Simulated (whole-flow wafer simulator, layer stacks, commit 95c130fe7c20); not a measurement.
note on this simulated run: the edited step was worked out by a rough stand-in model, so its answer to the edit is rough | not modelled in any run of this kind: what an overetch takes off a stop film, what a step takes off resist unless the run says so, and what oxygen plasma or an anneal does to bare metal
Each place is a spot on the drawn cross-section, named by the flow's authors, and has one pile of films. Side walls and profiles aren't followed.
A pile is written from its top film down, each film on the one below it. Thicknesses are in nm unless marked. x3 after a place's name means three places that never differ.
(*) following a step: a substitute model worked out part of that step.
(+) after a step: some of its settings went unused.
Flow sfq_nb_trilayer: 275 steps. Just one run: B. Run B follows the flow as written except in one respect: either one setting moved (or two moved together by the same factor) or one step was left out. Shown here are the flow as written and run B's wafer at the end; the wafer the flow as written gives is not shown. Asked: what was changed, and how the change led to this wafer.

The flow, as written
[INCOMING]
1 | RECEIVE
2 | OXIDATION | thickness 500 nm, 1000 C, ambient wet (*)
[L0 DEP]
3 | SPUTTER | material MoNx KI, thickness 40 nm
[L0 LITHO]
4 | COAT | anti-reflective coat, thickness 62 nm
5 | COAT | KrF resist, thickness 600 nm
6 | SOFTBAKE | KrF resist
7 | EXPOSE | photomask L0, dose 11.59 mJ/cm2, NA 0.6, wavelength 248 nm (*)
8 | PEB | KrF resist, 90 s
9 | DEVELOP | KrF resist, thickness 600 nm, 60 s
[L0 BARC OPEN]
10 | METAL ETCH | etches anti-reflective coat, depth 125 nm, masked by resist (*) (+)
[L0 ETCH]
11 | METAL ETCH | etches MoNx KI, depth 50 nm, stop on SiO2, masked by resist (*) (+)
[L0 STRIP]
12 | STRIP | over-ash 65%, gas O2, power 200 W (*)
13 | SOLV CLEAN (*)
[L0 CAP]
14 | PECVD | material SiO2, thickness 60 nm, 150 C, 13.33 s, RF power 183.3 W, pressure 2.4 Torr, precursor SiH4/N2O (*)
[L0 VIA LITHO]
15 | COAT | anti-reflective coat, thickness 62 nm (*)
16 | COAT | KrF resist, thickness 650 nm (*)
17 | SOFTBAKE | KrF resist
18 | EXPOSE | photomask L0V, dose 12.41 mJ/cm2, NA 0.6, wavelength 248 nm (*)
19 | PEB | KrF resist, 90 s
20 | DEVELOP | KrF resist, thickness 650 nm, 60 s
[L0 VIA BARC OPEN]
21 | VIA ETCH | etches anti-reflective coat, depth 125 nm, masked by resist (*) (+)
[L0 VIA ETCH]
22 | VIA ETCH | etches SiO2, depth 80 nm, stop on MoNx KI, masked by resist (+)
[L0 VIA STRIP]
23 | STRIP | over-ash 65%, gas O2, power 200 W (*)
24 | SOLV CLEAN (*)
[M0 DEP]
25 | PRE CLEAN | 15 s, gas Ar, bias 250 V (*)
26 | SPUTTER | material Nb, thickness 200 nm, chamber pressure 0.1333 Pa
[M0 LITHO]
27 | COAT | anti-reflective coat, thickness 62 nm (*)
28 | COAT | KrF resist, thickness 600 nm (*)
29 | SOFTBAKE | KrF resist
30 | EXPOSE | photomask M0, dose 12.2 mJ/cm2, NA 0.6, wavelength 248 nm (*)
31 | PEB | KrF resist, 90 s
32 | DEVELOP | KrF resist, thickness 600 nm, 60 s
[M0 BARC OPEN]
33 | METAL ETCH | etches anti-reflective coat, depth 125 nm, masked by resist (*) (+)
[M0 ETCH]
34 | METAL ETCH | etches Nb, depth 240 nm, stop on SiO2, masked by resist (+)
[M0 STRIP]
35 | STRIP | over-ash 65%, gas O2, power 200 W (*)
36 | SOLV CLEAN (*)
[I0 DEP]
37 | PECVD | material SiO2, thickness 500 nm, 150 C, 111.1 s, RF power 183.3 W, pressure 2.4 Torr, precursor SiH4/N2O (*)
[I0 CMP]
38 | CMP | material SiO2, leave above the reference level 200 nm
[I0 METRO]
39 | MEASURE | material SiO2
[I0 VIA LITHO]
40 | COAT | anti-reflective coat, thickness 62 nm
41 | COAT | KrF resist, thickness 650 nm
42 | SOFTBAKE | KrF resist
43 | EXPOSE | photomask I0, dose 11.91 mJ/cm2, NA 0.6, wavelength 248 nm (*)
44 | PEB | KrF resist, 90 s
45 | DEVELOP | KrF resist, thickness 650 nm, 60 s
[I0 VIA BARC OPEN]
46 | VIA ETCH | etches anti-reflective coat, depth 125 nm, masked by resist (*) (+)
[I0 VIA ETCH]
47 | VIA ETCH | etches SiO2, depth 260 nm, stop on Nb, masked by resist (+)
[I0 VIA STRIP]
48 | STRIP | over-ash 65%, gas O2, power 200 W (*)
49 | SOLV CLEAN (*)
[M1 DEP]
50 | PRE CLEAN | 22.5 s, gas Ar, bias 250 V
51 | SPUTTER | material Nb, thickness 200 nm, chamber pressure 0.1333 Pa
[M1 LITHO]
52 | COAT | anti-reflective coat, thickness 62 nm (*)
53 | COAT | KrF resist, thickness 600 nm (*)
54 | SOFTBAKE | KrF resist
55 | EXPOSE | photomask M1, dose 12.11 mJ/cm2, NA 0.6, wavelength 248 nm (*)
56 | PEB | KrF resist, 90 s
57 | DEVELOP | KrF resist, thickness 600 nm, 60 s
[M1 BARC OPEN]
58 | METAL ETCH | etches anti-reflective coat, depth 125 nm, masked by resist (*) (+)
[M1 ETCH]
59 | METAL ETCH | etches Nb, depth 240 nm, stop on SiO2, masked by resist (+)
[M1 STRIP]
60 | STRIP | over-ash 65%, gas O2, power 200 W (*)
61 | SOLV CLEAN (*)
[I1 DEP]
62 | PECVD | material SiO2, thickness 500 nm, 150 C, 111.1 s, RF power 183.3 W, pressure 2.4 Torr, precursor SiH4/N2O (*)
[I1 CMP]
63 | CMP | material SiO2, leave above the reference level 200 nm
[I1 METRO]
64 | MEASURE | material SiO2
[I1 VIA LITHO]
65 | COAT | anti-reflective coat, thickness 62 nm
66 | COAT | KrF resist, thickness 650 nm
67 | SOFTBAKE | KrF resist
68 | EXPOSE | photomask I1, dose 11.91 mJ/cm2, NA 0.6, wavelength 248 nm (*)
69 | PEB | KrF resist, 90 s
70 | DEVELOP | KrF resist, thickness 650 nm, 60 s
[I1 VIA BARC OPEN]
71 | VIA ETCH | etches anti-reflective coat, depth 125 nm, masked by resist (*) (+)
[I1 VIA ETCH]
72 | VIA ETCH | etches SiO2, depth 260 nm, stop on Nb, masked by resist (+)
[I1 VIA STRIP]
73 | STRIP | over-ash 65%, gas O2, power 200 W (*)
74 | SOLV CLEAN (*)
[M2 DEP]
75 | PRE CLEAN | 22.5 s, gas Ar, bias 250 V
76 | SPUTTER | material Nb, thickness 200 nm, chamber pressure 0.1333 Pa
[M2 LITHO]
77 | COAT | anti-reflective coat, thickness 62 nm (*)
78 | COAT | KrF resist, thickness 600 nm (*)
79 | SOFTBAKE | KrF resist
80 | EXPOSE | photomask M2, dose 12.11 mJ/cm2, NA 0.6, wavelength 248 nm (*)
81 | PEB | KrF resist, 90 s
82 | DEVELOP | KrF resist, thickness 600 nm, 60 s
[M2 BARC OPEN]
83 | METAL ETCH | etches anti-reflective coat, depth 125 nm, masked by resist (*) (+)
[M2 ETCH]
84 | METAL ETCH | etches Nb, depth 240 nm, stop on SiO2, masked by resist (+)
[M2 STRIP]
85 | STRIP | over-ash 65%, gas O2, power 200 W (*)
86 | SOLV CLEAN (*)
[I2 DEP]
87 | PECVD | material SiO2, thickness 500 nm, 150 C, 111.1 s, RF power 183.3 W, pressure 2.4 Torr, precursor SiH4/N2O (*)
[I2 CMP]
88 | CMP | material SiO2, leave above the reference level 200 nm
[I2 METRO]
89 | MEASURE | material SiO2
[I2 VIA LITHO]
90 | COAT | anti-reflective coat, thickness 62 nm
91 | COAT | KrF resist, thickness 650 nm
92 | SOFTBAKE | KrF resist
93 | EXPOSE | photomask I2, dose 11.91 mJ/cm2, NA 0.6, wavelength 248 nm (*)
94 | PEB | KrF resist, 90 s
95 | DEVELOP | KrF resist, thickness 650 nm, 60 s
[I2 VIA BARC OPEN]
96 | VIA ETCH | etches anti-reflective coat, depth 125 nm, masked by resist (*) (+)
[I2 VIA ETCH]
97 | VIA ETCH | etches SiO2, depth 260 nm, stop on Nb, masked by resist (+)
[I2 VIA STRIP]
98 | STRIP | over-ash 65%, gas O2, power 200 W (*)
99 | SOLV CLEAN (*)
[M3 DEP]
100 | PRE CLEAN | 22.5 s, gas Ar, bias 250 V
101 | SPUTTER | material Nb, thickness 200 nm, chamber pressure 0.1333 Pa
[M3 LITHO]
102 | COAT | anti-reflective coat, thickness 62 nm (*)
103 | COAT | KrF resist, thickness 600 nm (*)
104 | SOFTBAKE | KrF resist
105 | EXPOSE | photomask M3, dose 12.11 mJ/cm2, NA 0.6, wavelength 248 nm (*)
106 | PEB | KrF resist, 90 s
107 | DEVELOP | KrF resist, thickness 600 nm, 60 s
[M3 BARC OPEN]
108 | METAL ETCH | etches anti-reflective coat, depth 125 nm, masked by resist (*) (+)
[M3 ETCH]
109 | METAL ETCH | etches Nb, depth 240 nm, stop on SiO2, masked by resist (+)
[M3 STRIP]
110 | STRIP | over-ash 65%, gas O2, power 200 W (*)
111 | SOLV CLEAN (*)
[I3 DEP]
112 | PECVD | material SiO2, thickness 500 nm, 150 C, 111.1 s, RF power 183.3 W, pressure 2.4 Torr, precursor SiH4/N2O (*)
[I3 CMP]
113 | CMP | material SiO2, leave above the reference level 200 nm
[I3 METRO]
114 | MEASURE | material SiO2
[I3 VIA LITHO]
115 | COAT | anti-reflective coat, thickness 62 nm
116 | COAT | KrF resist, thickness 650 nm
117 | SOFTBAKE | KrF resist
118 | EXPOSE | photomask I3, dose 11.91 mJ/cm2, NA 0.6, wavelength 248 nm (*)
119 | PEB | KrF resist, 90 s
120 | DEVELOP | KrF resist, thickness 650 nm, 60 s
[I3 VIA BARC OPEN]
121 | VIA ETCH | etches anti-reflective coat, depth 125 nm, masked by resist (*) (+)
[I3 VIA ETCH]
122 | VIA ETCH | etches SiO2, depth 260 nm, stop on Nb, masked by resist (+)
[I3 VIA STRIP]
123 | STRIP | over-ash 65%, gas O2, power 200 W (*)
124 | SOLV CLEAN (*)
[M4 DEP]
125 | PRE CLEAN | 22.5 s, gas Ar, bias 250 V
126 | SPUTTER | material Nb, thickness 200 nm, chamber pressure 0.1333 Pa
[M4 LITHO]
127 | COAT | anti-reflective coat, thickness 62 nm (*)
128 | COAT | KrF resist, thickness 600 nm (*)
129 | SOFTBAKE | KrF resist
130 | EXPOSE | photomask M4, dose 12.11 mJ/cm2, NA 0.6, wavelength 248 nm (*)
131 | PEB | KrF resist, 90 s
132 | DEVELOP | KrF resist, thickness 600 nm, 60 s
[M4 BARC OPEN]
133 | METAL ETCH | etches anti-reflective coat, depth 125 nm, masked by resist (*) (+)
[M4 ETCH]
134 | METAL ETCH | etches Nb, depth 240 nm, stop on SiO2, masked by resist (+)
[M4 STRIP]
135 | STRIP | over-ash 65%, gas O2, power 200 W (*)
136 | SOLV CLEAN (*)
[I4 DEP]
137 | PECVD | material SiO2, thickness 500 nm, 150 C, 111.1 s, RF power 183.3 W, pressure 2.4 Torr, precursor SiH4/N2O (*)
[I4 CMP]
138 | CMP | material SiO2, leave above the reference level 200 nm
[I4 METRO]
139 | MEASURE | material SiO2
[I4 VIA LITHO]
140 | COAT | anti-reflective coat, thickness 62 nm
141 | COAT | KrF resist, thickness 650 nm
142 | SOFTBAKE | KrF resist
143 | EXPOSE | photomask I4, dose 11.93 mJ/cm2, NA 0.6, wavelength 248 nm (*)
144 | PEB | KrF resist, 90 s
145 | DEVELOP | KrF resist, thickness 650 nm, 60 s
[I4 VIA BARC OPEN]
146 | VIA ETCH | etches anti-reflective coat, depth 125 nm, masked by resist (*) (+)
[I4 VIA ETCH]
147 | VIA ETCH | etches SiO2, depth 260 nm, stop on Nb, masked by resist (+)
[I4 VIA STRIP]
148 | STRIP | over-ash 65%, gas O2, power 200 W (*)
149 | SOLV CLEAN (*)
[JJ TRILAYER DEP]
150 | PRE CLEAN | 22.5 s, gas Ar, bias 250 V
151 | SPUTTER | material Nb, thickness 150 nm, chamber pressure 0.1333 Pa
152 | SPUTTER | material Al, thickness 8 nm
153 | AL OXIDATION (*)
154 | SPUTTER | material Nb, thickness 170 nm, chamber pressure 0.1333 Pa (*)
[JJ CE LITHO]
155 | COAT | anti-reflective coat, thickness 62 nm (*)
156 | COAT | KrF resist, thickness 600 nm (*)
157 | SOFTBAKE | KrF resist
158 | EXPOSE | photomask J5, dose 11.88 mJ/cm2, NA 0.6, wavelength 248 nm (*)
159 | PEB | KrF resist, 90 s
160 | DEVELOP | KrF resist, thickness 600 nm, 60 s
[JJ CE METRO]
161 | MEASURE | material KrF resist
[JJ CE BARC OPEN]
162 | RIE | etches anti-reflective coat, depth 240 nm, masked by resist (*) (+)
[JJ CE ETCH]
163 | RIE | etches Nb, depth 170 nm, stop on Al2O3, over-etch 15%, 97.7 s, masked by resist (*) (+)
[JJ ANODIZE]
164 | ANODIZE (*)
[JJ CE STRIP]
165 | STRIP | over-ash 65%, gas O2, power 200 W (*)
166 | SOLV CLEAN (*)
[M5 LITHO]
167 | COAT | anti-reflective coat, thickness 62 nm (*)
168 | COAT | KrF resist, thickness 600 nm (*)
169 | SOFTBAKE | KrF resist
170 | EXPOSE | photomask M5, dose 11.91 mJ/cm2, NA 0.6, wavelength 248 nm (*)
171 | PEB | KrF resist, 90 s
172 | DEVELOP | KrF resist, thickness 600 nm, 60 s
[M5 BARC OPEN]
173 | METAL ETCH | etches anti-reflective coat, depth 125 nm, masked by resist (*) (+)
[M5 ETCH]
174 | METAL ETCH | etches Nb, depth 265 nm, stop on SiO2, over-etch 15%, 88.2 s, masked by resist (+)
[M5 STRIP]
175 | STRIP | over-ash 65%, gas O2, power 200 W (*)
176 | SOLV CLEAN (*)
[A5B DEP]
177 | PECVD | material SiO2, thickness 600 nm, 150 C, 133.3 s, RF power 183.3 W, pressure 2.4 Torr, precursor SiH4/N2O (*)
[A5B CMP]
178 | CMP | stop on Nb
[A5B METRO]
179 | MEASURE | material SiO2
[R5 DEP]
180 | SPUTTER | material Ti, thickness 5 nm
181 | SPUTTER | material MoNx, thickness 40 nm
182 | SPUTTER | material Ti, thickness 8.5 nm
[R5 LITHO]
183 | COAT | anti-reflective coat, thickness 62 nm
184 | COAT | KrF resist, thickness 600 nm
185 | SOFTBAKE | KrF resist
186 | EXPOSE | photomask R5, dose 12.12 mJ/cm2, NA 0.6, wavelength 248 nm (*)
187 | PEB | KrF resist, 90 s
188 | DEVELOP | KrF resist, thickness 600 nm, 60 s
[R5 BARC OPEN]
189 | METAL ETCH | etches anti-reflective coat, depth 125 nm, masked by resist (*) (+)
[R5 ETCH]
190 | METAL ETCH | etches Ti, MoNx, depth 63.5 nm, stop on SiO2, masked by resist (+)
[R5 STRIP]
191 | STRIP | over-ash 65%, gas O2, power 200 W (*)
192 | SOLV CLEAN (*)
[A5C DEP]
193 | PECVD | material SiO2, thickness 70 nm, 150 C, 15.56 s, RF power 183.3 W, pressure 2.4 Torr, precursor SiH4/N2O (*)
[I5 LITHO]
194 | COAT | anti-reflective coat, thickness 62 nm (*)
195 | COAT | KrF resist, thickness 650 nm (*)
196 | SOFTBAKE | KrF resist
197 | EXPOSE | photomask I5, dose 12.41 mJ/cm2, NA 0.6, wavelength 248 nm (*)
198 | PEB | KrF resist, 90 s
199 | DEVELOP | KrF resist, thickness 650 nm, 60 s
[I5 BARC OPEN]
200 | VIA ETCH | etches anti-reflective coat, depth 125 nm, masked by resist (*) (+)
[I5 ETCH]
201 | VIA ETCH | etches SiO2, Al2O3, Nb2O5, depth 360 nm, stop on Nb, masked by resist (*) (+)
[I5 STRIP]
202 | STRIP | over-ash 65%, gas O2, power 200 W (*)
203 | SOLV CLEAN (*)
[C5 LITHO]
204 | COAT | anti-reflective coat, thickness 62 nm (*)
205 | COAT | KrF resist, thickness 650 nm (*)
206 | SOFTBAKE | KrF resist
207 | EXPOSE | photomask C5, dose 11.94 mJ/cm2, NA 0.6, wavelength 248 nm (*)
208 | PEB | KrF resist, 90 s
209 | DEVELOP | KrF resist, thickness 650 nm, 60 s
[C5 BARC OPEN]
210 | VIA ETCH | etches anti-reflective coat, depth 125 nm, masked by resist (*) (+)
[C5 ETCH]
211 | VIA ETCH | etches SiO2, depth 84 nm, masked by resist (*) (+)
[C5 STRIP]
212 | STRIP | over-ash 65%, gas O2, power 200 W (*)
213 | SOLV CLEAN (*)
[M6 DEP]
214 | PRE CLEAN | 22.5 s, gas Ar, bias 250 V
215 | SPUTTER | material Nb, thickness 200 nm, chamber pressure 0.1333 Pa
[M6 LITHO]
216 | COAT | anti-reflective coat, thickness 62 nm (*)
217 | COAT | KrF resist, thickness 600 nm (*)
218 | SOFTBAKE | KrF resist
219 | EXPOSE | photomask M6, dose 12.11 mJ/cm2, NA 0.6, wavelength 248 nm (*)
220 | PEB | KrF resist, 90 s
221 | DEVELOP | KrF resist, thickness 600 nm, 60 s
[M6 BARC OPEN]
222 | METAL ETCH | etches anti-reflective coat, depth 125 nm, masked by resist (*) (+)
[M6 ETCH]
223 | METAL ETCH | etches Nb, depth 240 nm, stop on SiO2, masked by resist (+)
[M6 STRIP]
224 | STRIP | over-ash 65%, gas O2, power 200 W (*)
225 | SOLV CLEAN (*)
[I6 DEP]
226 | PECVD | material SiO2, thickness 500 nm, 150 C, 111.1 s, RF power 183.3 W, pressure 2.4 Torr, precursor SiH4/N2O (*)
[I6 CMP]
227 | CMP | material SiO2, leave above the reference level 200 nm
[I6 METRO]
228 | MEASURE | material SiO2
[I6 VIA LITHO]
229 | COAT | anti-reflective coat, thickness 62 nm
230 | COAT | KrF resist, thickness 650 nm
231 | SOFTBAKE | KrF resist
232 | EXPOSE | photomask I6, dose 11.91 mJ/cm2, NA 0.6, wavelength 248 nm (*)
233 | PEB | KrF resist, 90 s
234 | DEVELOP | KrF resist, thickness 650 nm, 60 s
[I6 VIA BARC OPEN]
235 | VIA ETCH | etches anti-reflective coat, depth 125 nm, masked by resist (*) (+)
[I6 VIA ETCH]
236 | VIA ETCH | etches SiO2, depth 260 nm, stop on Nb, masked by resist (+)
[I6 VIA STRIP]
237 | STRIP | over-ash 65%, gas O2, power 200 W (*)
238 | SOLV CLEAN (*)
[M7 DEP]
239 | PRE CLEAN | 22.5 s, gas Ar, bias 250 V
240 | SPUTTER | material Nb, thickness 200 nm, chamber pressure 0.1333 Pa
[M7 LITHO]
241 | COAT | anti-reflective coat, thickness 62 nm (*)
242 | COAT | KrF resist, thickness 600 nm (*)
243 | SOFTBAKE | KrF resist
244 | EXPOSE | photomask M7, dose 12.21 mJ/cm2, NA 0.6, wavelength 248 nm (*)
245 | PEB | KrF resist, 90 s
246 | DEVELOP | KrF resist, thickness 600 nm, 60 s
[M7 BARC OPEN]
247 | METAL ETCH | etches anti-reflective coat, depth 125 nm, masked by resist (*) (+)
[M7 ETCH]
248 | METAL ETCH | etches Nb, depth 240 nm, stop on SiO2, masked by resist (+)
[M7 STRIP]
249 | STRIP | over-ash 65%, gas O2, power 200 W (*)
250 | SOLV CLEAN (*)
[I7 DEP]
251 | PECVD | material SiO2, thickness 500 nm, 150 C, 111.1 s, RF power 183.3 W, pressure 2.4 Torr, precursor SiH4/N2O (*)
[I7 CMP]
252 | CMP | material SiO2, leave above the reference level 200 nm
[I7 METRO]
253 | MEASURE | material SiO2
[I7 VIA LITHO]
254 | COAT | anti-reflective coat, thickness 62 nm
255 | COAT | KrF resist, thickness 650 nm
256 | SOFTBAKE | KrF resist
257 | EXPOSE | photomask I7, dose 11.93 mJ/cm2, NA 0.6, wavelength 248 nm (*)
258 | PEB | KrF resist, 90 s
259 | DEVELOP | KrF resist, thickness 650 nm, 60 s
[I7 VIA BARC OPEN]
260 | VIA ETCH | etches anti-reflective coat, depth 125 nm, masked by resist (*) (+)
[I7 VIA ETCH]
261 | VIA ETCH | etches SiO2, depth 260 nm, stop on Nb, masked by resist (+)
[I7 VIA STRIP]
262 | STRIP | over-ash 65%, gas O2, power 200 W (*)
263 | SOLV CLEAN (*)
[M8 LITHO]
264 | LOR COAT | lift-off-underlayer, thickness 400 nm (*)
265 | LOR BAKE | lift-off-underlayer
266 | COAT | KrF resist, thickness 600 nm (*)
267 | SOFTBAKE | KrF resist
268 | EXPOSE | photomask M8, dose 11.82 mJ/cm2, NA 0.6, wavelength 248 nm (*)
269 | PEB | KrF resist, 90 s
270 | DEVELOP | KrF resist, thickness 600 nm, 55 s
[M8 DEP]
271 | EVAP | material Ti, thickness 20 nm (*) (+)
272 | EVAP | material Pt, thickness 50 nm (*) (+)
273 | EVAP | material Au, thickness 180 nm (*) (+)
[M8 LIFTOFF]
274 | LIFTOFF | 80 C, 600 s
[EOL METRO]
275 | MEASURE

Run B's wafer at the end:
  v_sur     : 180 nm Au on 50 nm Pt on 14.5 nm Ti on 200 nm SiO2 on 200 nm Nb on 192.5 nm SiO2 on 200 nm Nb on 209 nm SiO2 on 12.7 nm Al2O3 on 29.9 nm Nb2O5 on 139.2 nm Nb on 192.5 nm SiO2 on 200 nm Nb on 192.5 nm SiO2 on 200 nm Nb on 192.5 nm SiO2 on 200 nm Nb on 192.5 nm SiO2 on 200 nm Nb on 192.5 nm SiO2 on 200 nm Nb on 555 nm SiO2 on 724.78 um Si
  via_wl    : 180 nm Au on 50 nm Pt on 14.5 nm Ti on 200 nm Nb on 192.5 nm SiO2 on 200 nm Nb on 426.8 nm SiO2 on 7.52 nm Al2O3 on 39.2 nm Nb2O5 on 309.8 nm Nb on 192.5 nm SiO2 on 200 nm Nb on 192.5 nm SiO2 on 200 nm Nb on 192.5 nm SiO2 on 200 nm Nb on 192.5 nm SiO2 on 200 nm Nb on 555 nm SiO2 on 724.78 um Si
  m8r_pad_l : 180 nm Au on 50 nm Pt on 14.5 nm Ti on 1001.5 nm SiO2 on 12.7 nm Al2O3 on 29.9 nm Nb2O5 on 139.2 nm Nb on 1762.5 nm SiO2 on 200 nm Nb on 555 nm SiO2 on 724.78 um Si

The reason: step 271, EVAP: thickness 14.5 nm was run, though the flow has thickness 20 nm.
One can read it off the wafer: v_sur has Ti 14.5, and step 271 as written asks for 20 nm.

How this came from the change, step by step:
  271 | EVAP | material Ti, thickness 20 nm (*) (+)
      field_l, v_sur, via_wl and 103 more: Ti gains 14.5 (new film) (in the flow as written it would be: Ti gains 20 (new film))
  274 | LIFTOFF | 80 C, 600 s
      p4_fl, p4_fm, p4_w1 and 71 more: Au loses 180 (all of it), Pt loses 50 (all of it), Ti loses 14.5 (all of it), KrF resist loses 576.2 (all of it), lift-off-underlayer loses 400 (all of it) (in the flow as written it would be: Au loses 180 (all of it), Pt loses 50 (all of it), Ti loses 20 (all of it), KrF resist loses 576.2 (all of it), lift-off-underlayer loses 400 (all of it))
      c5j, ce_r: Au loses 180 (all of it), Pt loses 50 (all of it), Ti loses 14.5 (all of it), KrF resist loses 573.3 (all of it), lift-off-underlayer loses 399.3 (all of it) (in the flow as written it would be: Au loses 180 (all of it), Pt loses 50 (all of it), Ti loses 20 (all of it), KrF resist loses 573.3 (all of it), lift-off-underlayer loses 399.3 (all of it))
      (as well as at 19 more places)
